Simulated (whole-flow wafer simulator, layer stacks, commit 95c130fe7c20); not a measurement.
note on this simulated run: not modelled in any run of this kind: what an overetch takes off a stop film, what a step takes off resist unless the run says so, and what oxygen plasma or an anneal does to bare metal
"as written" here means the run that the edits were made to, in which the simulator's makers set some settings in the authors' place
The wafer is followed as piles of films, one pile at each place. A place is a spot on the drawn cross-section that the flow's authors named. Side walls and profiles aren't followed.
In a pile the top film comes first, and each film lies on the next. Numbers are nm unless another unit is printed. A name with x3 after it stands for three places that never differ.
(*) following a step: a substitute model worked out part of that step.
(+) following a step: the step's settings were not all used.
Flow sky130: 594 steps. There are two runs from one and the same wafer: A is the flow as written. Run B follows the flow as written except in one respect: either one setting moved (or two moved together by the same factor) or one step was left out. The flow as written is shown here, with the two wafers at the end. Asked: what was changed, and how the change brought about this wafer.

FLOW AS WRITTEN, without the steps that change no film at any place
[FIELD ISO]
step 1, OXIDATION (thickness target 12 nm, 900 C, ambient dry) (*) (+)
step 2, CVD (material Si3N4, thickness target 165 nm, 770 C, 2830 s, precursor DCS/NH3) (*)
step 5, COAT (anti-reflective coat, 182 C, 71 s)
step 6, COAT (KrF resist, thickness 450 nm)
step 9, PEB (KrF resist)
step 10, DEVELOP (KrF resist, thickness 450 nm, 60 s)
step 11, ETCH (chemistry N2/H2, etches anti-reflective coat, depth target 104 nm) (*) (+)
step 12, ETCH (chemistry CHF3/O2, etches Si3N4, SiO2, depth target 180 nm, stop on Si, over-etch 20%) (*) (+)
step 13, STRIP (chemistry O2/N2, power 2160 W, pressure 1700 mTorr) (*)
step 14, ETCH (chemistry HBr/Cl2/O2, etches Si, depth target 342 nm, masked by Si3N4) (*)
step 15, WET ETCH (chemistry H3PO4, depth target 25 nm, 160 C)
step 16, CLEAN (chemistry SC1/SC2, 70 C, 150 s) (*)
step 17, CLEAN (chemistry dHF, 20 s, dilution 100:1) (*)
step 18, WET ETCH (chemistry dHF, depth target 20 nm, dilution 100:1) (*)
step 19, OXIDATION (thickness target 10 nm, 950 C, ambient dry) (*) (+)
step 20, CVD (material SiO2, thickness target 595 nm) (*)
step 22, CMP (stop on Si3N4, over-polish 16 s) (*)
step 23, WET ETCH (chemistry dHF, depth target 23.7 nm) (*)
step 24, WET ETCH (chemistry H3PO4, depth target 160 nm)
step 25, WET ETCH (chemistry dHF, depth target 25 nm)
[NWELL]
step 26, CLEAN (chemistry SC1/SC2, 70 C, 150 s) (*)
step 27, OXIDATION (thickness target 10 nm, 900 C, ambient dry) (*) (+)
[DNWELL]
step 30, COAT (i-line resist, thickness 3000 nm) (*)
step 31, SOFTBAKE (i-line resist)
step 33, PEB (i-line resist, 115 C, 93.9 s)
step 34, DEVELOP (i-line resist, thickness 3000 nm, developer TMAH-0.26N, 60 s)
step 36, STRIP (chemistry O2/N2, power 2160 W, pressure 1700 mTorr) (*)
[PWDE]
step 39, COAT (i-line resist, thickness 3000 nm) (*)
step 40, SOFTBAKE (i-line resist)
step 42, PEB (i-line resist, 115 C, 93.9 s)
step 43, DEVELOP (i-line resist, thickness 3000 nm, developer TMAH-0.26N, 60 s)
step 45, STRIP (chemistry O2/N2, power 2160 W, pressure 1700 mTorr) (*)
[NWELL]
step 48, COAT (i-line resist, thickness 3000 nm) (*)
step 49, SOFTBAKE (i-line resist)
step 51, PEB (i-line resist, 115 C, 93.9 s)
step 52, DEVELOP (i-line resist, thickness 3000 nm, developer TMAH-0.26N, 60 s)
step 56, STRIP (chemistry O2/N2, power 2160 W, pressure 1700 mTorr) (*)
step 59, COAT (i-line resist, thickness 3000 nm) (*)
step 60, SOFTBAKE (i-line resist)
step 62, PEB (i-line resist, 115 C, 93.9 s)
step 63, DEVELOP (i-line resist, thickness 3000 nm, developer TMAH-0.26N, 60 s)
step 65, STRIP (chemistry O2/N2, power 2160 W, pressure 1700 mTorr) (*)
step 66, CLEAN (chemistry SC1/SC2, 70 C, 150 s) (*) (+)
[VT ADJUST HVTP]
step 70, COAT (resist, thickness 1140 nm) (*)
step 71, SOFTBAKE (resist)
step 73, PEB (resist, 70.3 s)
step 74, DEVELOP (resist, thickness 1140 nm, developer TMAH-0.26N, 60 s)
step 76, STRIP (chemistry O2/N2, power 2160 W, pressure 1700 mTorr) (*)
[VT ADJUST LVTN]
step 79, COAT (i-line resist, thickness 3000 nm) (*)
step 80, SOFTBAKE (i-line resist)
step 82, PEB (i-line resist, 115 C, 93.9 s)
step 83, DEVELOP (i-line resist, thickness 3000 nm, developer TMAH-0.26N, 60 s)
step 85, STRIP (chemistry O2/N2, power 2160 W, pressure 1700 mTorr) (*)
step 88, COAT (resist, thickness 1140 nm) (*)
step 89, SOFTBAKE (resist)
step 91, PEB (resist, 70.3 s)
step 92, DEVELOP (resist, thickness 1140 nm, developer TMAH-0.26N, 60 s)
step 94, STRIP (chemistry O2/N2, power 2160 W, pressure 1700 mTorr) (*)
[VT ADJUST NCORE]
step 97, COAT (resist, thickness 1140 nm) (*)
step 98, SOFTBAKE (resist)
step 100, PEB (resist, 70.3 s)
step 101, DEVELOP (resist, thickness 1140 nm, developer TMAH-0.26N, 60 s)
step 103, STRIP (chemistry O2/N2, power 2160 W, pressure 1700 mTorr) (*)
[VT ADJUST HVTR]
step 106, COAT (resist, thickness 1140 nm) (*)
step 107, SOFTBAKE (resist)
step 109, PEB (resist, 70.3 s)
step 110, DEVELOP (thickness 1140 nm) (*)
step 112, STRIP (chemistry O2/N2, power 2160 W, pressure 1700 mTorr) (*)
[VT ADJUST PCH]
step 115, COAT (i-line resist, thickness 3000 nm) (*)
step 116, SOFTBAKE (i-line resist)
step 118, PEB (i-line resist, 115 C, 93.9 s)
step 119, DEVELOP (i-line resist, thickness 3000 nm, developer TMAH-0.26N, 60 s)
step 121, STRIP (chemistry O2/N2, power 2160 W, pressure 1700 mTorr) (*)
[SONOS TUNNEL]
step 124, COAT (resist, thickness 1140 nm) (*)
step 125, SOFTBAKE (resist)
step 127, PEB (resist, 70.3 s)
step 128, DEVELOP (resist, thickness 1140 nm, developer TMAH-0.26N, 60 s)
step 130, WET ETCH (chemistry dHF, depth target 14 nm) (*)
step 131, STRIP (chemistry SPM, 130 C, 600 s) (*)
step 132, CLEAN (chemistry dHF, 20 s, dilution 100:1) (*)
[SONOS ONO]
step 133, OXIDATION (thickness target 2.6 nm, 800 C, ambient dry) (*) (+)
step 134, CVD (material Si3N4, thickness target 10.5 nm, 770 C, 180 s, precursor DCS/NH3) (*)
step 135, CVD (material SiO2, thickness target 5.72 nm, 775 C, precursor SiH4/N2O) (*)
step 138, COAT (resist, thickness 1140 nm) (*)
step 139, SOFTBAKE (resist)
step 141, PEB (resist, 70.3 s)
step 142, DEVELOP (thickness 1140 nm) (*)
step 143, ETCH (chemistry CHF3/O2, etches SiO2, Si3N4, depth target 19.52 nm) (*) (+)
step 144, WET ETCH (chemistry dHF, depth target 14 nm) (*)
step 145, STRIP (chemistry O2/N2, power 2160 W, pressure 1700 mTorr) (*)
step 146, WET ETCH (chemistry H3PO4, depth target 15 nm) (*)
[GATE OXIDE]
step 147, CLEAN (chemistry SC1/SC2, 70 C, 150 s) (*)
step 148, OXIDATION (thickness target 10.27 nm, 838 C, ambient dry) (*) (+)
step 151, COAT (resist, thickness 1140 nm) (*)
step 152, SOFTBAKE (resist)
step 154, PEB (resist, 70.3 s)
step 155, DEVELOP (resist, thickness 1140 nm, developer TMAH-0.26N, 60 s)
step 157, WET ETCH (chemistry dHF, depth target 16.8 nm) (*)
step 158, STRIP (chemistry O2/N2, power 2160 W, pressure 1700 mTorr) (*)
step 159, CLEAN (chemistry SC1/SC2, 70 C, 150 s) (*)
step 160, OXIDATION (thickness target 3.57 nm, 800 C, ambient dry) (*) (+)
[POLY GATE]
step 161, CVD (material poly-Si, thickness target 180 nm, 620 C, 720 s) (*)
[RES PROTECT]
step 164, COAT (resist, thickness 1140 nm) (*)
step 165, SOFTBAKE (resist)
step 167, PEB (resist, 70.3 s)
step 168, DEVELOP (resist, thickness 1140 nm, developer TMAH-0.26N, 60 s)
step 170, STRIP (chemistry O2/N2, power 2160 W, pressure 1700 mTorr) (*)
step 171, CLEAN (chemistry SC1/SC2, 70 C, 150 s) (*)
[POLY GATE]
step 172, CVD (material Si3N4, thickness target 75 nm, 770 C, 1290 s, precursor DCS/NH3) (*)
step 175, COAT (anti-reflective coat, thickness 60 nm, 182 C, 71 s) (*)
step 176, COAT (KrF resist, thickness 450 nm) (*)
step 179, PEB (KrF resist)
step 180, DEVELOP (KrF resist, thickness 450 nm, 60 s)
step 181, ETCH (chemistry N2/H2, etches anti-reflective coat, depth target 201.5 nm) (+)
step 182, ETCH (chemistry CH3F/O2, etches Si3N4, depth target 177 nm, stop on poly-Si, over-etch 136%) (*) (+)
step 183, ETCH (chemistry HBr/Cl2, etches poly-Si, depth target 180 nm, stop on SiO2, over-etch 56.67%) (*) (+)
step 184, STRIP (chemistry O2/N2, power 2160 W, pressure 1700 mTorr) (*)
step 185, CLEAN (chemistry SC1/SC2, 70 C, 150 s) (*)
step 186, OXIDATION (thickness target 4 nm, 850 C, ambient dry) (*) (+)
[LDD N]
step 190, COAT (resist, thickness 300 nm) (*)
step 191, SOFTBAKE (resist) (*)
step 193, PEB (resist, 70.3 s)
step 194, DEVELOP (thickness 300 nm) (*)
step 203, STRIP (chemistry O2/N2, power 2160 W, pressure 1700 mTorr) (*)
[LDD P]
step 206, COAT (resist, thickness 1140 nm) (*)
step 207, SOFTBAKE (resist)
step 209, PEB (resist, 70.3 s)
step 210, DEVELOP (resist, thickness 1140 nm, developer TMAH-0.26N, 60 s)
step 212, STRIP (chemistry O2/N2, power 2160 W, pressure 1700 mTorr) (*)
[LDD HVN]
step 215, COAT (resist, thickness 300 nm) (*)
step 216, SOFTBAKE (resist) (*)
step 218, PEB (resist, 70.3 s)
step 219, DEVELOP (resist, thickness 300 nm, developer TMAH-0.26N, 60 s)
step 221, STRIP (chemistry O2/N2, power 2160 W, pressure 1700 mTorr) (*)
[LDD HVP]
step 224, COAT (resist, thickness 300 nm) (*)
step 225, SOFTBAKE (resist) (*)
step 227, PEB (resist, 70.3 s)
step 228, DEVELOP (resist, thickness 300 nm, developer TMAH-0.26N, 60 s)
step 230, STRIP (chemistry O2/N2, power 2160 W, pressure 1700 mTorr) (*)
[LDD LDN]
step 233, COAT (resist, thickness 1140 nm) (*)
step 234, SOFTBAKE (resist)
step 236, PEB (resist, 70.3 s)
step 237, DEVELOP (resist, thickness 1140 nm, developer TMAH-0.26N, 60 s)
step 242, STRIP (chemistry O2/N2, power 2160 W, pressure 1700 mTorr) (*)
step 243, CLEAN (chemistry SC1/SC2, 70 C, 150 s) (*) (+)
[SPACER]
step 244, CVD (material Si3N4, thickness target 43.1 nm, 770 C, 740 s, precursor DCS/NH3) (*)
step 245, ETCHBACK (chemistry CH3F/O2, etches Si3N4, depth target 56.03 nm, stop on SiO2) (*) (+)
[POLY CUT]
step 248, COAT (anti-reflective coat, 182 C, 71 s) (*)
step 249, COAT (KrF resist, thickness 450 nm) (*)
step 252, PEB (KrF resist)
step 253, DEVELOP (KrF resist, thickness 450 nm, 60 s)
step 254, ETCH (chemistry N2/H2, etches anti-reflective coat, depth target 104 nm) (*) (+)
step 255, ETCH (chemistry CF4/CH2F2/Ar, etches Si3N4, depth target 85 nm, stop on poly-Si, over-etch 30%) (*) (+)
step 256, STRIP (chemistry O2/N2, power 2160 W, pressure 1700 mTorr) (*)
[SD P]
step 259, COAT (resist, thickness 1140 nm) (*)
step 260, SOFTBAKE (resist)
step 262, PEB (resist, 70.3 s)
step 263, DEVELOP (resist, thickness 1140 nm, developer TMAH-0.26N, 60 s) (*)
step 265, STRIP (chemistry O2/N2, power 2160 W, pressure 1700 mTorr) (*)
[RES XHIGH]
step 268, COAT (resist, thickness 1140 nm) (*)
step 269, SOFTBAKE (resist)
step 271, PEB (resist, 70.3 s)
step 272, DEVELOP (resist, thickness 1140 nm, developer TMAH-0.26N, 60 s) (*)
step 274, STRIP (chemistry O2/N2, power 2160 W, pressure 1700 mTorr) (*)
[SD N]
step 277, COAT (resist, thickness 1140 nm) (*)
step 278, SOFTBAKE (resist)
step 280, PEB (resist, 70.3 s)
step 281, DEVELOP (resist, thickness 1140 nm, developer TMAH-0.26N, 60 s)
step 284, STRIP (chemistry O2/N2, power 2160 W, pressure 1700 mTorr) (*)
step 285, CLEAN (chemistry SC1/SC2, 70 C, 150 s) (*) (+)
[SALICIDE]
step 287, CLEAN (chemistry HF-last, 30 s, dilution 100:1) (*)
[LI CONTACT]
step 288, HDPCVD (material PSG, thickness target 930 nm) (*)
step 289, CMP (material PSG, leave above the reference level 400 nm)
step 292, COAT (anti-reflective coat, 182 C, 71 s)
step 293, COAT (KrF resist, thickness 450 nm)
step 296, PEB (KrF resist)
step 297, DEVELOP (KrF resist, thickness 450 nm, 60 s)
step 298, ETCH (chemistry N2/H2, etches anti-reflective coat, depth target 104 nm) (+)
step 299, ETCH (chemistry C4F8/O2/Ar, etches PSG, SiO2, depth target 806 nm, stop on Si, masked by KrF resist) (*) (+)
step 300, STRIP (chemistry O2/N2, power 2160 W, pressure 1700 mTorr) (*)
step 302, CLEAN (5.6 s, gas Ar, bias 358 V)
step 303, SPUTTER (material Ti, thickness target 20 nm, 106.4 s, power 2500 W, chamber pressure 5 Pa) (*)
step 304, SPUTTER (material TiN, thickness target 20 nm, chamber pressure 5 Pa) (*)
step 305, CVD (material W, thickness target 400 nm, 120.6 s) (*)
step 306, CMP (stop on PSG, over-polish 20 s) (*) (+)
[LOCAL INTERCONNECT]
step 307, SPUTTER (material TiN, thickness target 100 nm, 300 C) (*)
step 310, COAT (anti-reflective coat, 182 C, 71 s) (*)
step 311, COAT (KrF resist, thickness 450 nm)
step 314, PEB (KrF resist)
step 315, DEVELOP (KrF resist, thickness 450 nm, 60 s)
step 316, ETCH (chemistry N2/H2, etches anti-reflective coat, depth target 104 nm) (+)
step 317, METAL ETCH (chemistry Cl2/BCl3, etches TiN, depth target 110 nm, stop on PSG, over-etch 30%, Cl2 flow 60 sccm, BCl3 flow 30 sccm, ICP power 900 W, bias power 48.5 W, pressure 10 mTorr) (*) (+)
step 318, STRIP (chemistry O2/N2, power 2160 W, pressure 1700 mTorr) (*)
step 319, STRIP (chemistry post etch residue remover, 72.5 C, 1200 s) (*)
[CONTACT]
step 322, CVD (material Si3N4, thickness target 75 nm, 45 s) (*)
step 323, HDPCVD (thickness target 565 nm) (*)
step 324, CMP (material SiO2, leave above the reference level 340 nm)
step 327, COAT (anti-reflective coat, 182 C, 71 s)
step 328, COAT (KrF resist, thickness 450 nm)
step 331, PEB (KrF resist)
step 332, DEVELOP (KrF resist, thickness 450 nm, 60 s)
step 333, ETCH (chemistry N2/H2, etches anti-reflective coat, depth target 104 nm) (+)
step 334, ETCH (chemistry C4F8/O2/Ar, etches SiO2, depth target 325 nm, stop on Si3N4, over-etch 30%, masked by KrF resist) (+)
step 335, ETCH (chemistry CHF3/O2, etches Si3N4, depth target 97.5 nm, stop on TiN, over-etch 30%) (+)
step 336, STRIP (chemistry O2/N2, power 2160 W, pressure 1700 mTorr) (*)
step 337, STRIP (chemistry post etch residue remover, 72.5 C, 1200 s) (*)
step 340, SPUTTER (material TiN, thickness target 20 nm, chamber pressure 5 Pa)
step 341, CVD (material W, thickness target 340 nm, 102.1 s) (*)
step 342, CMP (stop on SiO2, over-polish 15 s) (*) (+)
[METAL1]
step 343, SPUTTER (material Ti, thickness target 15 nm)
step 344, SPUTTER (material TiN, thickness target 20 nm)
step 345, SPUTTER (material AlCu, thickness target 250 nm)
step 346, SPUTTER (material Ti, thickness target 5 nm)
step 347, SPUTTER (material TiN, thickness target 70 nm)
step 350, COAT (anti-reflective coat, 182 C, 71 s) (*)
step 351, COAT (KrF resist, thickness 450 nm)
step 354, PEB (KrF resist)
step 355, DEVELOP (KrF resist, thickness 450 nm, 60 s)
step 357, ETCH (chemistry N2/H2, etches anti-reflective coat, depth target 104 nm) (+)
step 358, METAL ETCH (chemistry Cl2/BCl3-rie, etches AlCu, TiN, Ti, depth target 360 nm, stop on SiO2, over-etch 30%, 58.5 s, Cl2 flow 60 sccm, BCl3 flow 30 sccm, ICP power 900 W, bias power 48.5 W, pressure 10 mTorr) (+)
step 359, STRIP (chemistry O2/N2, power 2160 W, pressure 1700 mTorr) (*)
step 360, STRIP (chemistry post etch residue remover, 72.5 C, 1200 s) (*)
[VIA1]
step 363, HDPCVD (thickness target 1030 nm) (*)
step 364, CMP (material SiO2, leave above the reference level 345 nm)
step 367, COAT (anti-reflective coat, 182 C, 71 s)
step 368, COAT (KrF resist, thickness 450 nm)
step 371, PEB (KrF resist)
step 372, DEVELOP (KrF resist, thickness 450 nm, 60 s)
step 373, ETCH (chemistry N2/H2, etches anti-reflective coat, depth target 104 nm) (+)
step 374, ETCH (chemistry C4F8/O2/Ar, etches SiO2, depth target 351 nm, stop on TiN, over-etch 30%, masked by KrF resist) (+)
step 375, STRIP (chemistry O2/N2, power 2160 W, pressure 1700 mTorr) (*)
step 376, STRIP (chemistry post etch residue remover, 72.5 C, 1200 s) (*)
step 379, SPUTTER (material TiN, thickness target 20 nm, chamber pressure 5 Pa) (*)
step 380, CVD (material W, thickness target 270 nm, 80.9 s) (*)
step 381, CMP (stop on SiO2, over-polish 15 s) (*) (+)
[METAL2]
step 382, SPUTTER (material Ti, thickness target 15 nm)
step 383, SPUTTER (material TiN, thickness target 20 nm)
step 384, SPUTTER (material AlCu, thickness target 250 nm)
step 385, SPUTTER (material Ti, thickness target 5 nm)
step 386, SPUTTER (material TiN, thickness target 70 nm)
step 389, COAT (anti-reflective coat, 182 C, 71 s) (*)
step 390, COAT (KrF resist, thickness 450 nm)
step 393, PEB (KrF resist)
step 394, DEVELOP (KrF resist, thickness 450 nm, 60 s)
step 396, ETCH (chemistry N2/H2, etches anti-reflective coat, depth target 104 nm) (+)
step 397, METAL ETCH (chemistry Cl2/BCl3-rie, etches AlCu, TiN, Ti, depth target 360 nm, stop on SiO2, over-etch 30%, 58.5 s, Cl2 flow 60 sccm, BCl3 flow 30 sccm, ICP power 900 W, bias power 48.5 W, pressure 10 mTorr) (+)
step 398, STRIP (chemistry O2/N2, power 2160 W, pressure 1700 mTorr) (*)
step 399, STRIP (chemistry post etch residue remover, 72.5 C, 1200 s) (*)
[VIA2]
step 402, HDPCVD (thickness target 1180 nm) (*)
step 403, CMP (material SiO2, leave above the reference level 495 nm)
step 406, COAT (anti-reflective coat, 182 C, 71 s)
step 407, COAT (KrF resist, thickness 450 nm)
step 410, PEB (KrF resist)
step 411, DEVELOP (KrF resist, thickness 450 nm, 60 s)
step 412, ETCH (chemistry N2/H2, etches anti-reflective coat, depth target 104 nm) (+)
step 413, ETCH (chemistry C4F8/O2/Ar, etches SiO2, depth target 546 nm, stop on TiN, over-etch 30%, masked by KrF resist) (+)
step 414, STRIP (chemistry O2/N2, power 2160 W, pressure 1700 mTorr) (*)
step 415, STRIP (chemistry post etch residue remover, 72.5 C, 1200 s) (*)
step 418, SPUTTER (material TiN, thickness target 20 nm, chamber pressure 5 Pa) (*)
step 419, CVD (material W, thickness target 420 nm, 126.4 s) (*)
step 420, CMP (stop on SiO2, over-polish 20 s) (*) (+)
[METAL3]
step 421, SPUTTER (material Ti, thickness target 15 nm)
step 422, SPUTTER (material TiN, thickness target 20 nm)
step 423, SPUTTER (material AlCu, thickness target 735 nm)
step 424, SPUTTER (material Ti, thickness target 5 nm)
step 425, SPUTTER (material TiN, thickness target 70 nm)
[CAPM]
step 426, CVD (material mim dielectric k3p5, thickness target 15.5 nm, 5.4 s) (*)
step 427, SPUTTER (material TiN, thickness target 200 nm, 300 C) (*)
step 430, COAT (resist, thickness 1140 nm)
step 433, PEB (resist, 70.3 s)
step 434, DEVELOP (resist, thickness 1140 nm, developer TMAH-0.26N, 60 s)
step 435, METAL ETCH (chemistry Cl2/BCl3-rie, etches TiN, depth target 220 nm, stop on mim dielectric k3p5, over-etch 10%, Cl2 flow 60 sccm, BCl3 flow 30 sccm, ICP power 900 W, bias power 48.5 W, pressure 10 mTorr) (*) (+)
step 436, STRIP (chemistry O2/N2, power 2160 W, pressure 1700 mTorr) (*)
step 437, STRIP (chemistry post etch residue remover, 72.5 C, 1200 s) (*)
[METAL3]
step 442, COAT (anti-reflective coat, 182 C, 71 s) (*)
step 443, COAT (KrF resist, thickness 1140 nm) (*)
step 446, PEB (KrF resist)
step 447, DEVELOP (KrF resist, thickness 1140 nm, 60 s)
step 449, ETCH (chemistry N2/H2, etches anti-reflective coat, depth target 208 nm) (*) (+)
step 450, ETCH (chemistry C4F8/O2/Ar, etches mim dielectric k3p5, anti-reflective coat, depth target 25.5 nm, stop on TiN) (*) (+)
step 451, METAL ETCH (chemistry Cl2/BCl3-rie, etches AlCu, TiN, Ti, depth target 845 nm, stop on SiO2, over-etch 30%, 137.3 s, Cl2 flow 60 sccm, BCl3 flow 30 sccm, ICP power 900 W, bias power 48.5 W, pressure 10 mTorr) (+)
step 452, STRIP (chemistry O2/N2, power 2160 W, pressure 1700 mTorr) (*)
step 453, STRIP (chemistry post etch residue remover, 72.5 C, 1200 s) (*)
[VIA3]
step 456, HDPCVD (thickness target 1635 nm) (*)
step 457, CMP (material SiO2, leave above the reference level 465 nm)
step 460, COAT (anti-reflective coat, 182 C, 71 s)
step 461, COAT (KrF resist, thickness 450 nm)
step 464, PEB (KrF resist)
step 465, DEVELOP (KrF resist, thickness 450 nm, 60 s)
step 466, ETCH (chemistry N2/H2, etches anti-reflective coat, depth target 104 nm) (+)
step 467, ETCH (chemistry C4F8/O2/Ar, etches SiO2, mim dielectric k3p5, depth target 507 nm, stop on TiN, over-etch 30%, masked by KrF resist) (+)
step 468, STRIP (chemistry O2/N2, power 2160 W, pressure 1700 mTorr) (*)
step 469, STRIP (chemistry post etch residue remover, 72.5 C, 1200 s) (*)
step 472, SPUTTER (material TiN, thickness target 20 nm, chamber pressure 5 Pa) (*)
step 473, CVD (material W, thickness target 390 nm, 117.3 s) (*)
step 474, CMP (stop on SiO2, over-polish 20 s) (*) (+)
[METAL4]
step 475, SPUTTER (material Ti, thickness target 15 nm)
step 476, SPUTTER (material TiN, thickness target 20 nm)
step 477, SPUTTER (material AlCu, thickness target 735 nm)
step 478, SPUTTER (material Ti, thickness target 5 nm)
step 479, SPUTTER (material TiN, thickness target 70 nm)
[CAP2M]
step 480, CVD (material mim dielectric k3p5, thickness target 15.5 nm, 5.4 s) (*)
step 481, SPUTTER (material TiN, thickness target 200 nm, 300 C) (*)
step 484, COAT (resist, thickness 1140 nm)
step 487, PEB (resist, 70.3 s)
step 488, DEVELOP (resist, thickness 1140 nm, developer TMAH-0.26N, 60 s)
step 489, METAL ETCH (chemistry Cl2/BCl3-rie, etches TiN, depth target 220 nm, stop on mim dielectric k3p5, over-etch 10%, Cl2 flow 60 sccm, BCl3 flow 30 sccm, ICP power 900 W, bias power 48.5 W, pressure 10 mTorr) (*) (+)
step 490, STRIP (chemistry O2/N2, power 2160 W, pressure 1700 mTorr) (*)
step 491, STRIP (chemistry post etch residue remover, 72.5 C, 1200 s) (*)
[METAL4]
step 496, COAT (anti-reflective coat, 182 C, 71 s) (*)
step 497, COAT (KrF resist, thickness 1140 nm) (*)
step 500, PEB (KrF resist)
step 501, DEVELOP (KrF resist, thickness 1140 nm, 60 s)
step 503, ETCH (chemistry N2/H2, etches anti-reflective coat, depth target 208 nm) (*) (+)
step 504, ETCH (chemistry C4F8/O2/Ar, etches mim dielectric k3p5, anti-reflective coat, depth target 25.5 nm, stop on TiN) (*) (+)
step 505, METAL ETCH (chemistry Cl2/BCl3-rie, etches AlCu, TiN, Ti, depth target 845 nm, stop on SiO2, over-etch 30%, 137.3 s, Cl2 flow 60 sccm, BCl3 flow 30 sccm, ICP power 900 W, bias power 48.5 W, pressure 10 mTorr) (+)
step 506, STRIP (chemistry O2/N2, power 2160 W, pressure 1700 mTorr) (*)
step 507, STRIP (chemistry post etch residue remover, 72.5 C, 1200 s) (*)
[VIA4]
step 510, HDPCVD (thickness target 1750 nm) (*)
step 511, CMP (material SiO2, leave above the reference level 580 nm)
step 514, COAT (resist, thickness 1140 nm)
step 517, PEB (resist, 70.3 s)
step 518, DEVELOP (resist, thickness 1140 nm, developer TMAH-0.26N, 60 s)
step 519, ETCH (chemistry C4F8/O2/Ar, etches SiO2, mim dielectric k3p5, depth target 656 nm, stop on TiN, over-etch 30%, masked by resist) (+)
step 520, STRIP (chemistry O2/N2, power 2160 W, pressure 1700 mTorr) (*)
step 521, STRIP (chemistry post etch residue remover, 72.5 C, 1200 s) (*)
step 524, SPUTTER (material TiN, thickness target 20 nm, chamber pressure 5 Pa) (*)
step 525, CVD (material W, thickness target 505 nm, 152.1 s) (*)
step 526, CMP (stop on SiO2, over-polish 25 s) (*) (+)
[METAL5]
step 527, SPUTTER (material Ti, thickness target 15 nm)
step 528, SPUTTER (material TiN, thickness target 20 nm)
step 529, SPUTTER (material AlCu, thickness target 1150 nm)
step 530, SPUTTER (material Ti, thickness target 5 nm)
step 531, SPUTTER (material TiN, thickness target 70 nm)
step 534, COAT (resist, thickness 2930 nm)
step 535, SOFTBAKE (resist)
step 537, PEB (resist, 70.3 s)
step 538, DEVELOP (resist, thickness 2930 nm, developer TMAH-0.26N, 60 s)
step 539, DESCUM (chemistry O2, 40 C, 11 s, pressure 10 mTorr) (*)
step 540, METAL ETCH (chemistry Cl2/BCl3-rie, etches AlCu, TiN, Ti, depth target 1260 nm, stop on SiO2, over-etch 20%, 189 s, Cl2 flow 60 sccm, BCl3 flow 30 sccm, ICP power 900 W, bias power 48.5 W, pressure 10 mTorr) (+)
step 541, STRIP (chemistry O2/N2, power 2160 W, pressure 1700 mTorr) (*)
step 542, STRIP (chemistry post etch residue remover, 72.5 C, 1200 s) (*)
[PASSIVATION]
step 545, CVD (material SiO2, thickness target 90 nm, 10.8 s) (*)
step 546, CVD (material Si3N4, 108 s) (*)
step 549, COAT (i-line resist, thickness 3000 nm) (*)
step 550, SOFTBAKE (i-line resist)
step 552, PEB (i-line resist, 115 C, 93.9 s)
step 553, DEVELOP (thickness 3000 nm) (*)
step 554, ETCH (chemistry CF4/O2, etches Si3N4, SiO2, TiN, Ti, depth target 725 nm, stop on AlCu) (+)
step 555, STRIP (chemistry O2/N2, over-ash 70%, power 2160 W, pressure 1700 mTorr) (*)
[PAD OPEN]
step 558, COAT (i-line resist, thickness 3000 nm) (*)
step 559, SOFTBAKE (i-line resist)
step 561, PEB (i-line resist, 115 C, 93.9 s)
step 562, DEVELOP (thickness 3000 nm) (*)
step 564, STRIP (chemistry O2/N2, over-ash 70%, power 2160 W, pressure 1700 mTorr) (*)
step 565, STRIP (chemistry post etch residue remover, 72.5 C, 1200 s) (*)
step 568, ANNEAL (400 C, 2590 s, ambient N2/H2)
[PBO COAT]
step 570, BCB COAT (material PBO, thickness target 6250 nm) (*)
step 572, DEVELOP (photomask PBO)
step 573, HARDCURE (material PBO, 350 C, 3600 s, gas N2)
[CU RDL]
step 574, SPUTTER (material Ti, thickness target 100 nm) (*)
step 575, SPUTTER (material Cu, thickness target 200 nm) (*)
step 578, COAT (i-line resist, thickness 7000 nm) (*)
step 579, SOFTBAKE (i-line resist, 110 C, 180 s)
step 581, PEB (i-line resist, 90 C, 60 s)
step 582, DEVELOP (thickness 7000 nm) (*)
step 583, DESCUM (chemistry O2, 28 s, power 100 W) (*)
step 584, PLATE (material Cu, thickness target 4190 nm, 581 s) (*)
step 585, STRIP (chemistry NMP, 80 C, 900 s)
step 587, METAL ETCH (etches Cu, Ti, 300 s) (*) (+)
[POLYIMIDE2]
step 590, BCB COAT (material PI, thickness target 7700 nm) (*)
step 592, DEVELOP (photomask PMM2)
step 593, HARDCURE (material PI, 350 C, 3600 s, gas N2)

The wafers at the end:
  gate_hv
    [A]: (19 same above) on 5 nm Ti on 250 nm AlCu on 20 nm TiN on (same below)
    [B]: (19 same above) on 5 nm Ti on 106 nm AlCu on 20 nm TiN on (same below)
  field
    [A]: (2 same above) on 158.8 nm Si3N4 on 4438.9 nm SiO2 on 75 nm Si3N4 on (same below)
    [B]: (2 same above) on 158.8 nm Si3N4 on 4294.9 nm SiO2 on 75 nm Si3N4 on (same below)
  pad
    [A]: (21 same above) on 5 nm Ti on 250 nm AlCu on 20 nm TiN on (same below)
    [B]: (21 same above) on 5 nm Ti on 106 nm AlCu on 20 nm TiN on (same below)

What caused this: step 384, SPUTTER: thickness target 106 nm was run, while the flow as written has thickness target 250 nm.
One can read it off the wafer: gate_hv has AlCu 106, and step 384 as written asks for 250 nm.

How this came from the change, step by step:
  step 384, SPUTTER (material AlCu, thickness target 250 nm)
      field, active, n_well and 188 more: A AlCu gains 250 (new film) | B AlCu gains 106 (new film)
  step 397, METAL ETCH (chemistry Cl2/BCl3-rie, etches AlCu, TiN, Ti, depth target 360 nm, stop on SiO2, over-etch 30%, 58.5 s, Cl2 flow 60 sccm, BCl3 flow 30 sccm, ICP power 900 W, bias power 48.5 W, pressure 10 mTorr) (+)
      field, active, gate and 82 more: A TiN loses 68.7 (all of it), Ti loses 5 (all of it), AlCu loses 250 (all of it), TiN loses 20 (all of it), Ti loses 15 (all of it), SiO2 loses 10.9 | B TiN loses 68.7 (all of it), Ti loses 5 (all of it), AlCu loses 106 (all of it), TiN loses 20 (all of it), Ti loses 15 (all of it), SiO2 loses 25.3
  step 403, CMP (material SiO2, leave above the reference level 495 nm)
      field, active, gate and 82 more: A SiO2 loses 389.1 | B SiO2 loses 518.7
